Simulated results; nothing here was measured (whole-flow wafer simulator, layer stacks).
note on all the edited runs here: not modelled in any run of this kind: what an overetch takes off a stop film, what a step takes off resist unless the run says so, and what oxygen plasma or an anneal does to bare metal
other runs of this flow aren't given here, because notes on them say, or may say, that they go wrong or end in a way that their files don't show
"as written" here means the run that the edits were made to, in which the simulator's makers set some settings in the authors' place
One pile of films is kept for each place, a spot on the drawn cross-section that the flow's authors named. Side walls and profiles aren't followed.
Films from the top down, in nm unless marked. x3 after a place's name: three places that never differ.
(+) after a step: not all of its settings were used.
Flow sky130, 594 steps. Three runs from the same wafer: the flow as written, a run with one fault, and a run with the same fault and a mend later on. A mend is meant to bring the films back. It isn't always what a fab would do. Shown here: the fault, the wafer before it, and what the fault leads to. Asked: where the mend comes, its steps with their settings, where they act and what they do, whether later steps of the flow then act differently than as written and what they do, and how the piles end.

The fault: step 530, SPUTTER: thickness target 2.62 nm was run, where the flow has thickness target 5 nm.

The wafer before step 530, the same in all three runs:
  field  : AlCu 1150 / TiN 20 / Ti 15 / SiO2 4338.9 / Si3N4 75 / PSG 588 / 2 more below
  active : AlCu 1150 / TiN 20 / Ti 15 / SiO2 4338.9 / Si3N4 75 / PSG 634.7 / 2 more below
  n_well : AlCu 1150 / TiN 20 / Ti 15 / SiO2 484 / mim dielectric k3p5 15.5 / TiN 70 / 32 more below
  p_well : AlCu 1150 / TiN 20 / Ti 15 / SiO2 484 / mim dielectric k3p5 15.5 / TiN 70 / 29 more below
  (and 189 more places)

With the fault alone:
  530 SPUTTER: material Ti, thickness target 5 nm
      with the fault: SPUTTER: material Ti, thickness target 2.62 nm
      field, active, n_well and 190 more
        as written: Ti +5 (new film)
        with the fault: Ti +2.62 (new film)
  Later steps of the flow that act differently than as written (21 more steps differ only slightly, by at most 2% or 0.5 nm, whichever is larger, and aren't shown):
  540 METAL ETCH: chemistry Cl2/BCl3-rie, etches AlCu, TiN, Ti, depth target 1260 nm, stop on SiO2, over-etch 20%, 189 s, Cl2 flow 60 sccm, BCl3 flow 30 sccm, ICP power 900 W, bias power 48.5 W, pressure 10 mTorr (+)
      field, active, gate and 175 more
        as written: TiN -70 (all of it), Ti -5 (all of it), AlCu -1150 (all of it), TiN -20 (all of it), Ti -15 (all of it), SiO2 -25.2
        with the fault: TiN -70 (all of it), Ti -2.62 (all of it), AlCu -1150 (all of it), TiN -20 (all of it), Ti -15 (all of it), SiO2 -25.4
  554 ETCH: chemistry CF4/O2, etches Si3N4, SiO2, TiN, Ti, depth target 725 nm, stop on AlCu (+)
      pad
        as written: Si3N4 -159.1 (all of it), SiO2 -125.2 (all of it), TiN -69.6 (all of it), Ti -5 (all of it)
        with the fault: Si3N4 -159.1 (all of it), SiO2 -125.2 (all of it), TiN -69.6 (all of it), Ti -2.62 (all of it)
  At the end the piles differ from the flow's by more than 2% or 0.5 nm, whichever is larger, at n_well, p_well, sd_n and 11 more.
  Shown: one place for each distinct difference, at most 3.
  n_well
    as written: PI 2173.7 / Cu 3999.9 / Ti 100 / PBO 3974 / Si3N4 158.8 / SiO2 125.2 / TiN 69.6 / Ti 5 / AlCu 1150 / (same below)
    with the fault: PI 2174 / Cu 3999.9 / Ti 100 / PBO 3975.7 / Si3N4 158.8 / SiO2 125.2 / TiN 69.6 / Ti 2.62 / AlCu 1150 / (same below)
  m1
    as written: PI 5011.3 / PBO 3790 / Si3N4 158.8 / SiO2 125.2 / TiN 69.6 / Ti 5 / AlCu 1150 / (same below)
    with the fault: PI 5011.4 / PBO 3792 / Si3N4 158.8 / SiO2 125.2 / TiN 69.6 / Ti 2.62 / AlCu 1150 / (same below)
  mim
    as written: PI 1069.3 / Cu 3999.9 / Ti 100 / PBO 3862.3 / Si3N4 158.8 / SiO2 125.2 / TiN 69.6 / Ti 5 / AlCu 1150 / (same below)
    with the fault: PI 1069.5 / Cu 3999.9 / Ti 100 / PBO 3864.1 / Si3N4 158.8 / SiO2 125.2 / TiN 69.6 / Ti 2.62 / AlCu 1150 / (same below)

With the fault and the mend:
  The mend comes after step 530.
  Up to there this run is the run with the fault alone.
  530a SPUTTER: material Ti, thickness target 2.38 nm (the flow's step 530 once more, with other settings)
      field, active, n_well and 190 more
        Ti +2.38
  No later step of the flow acts differently than as written at any place that is followed.
  At the end the piles are the same as the flow's at every place that both follow.
